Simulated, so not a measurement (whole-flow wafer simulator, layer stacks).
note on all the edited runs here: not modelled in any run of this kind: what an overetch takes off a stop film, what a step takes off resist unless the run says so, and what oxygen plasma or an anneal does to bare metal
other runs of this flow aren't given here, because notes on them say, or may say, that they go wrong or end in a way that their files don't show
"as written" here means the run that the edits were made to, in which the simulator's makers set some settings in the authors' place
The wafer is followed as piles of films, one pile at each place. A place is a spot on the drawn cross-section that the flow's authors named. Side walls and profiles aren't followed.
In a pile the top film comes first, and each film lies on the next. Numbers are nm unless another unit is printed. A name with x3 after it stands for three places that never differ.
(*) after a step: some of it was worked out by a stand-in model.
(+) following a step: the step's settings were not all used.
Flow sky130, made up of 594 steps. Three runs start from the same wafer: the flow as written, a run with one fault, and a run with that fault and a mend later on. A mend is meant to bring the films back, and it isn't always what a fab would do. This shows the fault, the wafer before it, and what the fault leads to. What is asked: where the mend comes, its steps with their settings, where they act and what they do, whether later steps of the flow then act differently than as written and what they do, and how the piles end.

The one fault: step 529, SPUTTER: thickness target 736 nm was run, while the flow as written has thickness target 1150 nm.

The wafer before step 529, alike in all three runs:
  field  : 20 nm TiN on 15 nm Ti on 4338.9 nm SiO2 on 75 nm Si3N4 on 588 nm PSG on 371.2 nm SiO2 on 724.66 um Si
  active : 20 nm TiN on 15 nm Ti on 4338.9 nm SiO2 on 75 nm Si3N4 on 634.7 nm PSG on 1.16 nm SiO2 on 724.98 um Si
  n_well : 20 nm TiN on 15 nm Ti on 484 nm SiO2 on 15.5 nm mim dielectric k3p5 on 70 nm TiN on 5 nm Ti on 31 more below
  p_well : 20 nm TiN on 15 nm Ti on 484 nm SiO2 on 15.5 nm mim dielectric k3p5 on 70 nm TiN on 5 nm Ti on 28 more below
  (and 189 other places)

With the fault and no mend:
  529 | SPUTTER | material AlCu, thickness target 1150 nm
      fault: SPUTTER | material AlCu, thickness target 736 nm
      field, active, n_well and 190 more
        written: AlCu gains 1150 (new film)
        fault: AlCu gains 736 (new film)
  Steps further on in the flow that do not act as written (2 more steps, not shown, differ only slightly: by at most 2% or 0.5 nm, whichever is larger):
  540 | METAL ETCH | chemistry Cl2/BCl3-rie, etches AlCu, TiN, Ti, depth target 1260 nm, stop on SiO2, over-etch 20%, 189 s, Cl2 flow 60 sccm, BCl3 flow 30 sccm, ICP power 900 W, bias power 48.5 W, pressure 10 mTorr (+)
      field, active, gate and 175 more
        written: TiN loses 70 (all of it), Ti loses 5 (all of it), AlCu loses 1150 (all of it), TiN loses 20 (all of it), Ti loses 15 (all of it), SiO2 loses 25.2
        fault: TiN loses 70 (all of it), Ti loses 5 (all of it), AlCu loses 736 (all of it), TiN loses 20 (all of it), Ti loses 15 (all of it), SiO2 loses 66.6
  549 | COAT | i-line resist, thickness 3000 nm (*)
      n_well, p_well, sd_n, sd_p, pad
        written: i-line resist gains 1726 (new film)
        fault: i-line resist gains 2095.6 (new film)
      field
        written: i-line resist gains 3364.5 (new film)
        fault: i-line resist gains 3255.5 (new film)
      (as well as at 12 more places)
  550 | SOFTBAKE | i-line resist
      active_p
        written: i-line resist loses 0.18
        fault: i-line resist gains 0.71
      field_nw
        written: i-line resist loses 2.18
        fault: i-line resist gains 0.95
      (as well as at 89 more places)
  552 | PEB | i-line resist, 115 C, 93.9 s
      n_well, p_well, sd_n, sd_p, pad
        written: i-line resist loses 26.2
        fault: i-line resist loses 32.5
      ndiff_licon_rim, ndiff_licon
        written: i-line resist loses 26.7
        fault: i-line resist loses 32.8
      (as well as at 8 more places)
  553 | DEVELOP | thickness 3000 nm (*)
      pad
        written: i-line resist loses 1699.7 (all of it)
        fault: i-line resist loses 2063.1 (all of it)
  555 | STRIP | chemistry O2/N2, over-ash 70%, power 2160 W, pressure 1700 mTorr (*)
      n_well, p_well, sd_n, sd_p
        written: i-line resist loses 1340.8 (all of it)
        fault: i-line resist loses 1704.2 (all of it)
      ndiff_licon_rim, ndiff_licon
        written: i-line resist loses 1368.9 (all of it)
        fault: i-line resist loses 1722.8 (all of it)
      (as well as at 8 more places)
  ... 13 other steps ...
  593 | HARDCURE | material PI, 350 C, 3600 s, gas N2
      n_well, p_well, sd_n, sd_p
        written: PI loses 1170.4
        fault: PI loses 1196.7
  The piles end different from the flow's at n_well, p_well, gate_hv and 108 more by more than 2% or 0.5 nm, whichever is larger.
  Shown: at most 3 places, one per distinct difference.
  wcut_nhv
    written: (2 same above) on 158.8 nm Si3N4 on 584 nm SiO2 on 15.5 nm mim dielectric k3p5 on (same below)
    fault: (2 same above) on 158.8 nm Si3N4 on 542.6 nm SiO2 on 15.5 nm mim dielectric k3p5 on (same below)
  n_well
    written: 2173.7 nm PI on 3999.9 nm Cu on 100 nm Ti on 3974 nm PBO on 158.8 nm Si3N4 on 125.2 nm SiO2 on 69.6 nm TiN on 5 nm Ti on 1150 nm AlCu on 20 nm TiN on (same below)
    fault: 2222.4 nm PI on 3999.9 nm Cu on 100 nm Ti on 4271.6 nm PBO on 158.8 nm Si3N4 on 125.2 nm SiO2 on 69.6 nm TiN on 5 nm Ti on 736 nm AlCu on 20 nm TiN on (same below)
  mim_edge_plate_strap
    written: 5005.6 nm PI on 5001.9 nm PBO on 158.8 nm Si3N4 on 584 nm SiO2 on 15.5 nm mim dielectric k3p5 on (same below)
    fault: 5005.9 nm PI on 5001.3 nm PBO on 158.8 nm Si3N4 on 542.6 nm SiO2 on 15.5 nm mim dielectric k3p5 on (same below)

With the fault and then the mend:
  After step 529 comes the mend.
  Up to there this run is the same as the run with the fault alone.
  529a | SPUTTER | material AlCu, thickness target 414 nm (the flow's step 529 again, with other settings)
      field, active, n_well and 190 more
        AlCu gains 414
  Later steps of the flow that are run all act as written at every place that is followed.
  At every place that both follow, the piles at the end match the flow's.
